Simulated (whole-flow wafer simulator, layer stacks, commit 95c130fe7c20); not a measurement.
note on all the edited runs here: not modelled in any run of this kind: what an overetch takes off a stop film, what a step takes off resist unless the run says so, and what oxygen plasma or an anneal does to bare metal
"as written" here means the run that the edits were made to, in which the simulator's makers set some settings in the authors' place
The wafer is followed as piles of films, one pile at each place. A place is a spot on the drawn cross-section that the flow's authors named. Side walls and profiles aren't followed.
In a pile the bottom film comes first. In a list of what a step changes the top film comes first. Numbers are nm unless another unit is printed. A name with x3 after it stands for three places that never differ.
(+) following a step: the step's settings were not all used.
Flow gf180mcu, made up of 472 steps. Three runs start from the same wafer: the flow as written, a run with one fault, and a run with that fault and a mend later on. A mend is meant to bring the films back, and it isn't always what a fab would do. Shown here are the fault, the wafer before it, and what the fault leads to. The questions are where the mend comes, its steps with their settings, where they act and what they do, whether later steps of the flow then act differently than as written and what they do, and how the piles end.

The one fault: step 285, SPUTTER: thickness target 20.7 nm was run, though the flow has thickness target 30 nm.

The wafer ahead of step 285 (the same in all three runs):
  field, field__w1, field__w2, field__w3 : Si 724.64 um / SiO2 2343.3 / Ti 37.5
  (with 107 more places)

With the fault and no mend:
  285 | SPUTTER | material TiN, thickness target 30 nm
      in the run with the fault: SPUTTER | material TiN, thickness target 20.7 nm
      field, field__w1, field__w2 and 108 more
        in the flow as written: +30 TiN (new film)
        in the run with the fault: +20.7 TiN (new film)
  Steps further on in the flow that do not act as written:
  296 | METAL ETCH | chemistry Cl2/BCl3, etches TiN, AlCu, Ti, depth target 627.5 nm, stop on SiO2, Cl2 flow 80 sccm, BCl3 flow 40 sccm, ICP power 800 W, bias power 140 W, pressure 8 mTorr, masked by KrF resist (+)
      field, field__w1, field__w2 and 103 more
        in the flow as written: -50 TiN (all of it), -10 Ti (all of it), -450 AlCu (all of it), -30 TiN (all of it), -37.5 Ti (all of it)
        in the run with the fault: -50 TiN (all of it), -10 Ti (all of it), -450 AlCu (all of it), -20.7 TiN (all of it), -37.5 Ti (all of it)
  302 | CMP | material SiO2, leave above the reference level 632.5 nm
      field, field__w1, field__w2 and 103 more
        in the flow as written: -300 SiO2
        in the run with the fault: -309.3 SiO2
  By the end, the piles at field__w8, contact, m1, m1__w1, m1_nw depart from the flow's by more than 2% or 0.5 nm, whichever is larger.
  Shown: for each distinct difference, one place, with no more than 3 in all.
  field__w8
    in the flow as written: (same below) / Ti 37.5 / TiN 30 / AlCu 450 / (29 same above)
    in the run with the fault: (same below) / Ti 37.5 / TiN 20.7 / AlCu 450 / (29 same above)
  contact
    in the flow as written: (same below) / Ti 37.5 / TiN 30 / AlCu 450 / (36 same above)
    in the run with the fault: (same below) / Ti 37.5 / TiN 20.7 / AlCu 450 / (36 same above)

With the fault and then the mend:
  The mend stands after step 285.
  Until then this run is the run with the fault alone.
  285a | SPUTTER | material TiN, thickness target 9.3 nm (the flow's step 285, run once more with other settings)
      field, field__w1, field__w2 and 108 more
        +9.3 TiN
  None of the later steps of the flow acts differently than as written at any place that is followed.
  The piles end the same as the flow's at every place that both follow.
